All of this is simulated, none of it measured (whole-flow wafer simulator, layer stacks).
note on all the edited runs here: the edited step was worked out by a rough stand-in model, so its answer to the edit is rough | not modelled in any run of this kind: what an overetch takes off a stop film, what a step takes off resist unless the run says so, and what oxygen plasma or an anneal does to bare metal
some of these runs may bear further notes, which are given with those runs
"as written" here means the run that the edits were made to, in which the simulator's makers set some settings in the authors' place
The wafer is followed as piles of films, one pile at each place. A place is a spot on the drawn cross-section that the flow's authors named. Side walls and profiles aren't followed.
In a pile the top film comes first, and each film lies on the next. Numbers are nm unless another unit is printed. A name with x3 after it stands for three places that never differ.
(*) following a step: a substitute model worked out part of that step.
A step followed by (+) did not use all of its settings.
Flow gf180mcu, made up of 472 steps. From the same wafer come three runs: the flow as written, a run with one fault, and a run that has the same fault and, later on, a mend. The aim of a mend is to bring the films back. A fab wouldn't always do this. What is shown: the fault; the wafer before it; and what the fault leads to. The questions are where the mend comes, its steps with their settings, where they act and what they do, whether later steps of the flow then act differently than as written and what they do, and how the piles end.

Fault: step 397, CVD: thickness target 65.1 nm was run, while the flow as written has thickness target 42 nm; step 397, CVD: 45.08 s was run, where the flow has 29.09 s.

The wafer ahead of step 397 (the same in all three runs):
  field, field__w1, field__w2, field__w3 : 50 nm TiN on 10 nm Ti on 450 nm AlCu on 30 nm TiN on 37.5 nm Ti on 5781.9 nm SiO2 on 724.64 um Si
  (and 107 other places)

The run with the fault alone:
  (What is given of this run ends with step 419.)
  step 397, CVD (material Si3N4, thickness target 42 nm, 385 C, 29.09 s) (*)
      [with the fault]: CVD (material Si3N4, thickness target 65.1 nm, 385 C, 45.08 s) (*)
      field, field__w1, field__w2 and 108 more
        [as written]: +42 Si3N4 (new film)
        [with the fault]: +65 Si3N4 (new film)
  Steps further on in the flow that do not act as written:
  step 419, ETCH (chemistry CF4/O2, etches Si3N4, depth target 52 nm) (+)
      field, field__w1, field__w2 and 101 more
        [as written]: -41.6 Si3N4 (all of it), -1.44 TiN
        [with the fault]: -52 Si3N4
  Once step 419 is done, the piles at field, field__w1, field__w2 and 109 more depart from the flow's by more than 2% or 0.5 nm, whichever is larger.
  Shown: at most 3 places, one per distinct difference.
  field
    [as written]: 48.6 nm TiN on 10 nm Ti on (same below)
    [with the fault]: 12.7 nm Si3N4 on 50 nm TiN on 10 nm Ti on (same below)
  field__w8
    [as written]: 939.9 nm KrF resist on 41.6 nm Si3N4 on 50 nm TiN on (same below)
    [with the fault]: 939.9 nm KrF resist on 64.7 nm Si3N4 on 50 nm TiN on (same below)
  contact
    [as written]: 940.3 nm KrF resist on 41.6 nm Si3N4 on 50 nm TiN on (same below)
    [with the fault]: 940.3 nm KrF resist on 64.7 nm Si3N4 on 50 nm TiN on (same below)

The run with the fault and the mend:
  The mend stands after step 397.
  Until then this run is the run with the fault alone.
  step 397a, WET ETCH (chemistry H3PO4, depth target 23.1 nm, 160 C) (a further turn of the flow's step 14, with different settings)
      field, field__w1, field__w2 and 108 more
        -23.1 Si3N4
  Later steps of the flow that are run all act as written at every place that is followed, up to a difference of at most 2% or 0.5 nm, whichever is larger.
  The piles end only slightly different from the flow's at the places that both follow, by no more than 2% or 0.5 nm, whichever is larger.
